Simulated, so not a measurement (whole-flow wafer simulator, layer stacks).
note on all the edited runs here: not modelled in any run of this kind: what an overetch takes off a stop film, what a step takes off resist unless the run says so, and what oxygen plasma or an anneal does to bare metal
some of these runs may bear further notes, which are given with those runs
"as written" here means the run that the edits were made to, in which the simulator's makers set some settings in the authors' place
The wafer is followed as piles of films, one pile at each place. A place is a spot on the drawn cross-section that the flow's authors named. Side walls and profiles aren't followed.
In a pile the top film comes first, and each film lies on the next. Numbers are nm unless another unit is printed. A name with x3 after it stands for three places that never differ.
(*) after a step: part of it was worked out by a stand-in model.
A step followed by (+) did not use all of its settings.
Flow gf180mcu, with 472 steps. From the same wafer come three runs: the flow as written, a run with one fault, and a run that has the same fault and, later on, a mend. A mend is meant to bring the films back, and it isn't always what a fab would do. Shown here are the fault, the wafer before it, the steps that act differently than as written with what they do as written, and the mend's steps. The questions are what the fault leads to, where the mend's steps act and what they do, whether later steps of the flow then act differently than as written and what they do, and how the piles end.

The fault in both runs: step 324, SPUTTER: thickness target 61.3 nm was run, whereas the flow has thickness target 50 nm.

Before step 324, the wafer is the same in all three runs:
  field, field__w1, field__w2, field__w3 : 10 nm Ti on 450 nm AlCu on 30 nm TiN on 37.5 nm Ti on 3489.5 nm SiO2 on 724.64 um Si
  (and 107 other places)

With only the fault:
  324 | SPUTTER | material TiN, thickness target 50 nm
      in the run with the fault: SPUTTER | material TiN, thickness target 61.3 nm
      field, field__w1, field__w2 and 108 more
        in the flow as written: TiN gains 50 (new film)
        in the run with the fault: TiN gains 61.3 (new film)
  Later steps of the flow acting differently than as written (not shown: 6 more steps that differ only slightly, by at most 2% or 0.5 nm, whichever is larger):
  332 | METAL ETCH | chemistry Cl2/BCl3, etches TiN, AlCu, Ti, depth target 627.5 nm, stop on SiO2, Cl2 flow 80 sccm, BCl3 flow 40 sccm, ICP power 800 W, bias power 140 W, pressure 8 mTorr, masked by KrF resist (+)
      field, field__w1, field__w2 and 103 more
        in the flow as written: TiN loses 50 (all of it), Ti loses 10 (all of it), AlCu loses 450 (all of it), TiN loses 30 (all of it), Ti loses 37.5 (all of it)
        in the run with the fault: TiN loses 61.3 (all of it), Ti loses 10 (all of it), AlCu loses 450 (all of it), TiN loses 30 (all of it), Ti loses 37.5 (all of it)
  The piles end different from the flow's at field__w8, contact, m1, m1__w1, m1_nw by more than 2% or 0.5 nm, whichever is larger.
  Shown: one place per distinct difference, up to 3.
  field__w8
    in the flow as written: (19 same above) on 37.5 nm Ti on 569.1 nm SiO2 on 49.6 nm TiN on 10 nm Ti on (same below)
    in the run with the fault: (19 same above) on 37.5 nm Ti on 557.8 nm SiO2 on 60.9 nm TiN on 10 nm Ti on (same below)
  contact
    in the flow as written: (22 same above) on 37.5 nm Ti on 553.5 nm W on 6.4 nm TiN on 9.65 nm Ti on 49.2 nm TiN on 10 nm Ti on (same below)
    in the run with the fault: (22 same above) on 37.5 nm Ti on 542.1 nm W on 6.45 nm TiN on 9.72 nm Ti on 60.5 nm TiN on 10 nm Ti on (same below)

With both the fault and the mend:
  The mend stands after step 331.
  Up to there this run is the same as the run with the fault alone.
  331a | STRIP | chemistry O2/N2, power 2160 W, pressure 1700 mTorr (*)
      field__w8, contact, m1, m1__w1, m1_nw
        KrF resist loses 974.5 (all of it)
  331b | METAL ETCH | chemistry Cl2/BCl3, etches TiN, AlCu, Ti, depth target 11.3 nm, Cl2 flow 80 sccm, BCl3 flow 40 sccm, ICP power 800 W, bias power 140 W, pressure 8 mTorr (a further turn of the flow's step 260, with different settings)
      field, field__w1, field__w2 and 108 more
        TiN loses 11.3
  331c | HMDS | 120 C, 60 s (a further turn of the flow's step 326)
      alters no film at any place that is followed
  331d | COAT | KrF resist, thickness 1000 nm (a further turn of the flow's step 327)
      field, field__w1, field__w2 and 108 more
        KrF resist gains 1000 (new film)
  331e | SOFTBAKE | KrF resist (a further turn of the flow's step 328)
      alters no film at any place that is followed
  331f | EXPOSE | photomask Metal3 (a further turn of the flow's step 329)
      alters no film at any place that is followed
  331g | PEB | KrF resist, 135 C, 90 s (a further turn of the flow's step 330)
      field, field__w1, field__w2 and 108 more
        KrF resist loses 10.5
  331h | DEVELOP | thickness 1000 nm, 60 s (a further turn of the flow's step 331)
      field, field__w1, field__w2 and 103 more
        KrF resist loses 989.5 (all of it)
      field__w8, contact, m1, m1__w1, m1_nw
        KrF resist loses 14.9
  Later steps of the flow that are run all act as written at every place that is followed.
  The piles end the same as the flow's at every place that both follow.
